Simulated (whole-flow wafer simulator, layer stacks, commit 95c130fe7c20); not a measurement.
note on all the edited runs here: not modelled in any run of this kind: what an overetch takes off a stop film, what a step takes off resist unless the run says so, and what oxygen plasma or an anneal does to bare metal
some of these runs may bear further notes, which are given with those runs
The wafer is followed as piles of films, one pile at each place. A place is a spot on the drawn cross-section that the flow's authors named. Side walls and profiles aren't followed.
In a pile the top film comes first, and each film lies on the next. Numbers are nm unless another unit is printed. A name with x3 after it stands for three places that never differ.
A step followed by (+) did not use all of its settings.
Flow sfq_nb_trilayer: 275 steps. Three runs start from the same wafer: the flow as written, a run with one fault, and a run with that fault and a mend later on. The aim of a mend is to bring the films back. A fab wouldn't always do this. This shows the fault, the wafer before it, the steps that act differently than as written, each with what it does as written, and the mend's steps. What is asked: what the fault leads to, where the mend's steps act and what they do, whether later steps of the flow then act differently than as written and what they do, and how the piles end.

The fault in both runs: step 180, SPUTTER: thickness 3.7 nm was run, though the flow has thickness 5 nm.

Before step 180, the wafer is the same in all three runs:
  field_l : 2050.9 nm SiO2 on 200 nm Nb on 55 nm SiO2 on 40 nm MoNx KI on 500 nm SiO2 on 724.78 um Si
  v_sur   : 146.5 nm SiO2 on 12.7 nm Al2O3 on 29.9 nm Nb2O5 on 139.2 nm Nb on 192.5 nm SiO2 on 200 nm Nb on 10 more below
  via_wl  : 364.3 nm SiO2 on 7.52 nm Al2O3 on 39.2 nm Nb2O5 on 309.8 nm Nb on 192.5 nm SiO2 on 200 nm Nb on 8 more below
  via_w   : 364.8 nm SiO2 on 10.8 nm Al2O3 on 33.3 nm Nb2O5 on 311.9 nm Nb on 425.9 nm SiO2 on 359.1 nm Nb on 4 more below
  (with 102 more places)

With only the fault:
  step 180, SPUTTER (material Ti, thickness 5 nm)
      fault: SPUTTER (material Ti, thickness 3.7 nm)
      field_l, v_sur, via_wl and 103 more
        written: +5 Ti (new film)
        fault: +3.7 Ti (new film)
  Steps further on in the flow that do not act as written (not shown: 19 more steps that differ only slightly, by at most 2% or 0.5 nm, whichever is larger):
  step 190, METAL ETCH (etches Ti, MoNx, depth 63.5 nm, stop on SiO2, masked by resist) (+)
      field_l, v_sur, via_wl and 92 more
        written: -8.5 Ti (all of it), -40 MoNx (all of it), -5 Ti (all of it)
        fault: -8.5 Ti (all of it), -40 MoNx (all of it), -3.7 Ti (all of it)
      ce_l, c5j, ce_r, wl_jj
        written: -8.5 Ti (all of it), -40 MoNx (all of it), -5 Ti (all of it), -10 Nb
        fault: -8.5 Ti (all of it), -40 MoNx (all of it), -3.7 Ti (all of it), -11.3 Nb
  The piles end different from the flow's at be_r, r_sur, res, r_end, r5r_line_l, r5r_line_c, r5r_line_r by more than 2% or 0.5 nm, whichever is larger.
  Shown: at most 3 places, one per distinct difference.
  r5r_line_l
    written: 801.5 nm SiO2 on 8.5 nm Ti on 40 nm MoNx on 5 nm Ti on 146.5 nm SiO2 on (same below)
    fault: 802.8 nm SiO2 on 8.5 nm Ti on 40 nm MoNx on 3.7 nm Ti on 146.5 nm SiO2 on (same below)
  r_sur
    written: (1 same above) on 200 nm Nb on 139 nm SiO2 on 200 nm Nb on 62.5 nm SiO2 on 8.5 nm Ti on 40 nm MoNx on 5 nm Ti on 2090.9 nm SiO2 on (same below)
    fault: (1 same above) on 200 nm Nb on 140.3 nm SiO2 on 200 nm Nb on 62.5 nm SiO2 on 8.5 nm Ti on 40 nm MoNx on 3.7 nm Ti on 2090.9 nm SiO2 on (same below)
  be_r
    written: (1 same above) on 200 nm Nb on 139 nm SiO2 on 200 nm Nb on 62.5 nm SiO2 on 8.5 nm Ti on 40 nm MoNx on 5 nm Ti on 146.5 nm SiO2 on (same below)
    fault: (1 same above) on 200 nm Nb on 140.3 nm SiO2 on 200 nm Nb on 62.5 nm SiO2 on 8.5 nm Ti on 40 nm MoNx on 3.7 nm Ti on 146.5 nm SiO2 on (same below)

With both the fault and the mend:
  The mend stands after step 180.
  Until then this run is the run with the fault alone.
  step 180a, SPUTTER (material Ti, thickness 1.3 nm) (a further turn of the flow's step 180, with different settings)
      field_l, v_sur, via_wl and 103 more
        +1.3 Ti
  Every later step of the flow that is run acts as written at every place that is followed.
  The piles end the same as the flow's at every place that both follow.
